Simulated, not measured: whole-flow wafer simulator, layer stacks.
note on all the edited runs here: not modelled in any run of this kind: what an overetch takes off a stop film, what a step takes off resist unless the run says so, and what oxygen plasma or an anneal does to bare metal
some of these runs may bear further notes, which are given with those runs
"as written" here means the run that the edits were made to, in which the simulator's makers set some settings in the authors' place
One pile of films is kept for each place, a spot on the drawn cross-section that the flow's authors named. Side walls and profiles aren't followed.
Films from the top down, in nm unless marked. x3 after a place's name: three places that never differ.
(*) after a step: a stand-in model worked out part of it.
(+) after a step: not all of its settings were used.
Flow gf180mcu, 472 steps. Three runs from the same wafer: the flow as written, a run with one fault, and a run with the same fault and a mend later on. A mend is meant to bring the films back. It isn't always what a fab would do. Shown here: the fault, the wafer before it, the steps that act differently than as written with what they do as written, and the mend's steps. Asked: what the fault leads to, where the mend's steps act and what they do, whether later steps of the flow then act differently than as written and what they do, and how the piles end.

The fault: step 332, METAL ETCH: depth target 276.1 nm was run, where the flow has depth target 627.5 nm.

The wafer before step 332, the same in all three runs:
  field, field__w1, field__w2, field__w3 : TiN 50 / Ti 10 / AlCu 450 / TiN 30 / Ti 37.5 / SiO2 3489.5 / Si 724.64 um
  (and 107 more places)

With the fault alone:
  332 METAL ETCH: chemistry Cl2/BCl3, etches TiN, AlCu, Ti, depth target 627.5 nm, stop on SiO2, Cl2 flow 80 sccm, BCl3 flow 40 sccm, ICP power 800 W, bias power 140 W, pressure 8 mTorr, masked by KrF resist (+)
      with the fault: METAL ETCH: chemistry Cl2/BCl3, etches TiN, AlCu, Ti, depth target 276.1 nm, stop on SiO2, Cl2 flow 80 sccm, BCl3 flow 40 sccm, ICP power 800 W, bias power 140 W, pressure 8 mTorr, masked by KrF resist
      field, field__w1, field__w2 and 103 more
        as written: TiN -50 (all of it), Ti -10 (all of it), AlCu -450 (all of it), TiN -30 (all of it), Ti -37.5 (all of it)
        with the fault: TiN -50 (all of it), Ti -10 (all of it), AlCu -216.1
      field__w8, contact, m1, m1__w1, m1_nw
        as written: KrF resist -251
        with the fault: KrF resist -110.4
  Later steps of the flow that act differently than as written:
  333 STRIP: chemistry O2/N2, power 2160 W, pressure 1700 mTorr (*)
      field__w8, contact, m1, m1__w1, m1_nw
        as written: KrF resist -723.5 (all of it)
        with the fault: KrF resist -864.1 (all of it)
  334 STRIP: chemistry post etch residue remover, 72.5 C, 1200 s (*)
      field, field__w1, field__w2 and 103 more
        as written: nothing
        with the fault: AlCu -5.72
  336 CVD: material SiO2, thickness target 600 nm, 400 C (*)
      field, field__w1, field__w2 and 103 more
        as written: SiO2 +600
        with the fault: SiO2 +600 (new film)
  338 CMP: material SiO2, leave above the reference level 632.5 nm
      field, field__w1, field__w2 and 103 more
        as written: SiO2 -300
        with the fault: SiO2 -595.7
  At the end the piles differ from the flow's by more than 2% or 0.5 nm, whichever is larger, at field, field__w1, field__w2 and 104 more.
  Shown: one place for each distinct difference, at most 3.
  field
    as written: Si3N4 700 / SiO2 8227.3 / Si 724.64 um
    with the fault: Si3N4 700 / SiO2 4442.1 / AlCu 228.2 / TiN 30 / Ti 37.5 / SiO2 3489.5 / Si 724.64 um
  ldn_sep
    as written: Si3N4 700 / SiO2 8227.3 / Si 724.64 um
    with the fault: Si3N4 700 / SiO2 4442.1 / AlCu 228.2 / TiN 30 / Ti 37.5 / SiO2 3489.4 / Si 724.64 um
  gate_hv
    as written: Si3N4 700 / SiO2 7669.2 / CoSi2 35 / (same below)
    with the fault: Si3N4 700 / SiO2 4442.1 / AlCu 228.2 / TiN 30 / Ti 37.5 / SiO2 2931.3 / CoSi2 35 / (same below)

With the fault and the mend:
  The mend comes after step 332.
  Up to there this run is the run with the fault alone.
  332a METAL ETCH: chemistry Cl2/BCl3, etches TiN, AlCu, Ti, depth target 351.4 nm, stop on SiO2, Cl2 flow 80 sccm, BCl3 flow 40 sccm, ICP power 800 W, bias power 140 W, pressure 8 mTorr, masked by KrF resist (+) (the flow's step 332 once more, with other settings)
      field, field__w1, field__w2 and 103 more
        AlCu -233.9 (all of it), TiN -30 (all of it), Ti -37.5 (all of it)
      field__w8, contact, m1, m1__w1, m1_nw
        KrF resist -140.6
  No later step of the flow acts differently than as written at any place that is followed.
  At the end the piles are the same as the flow's at every place that both follow.
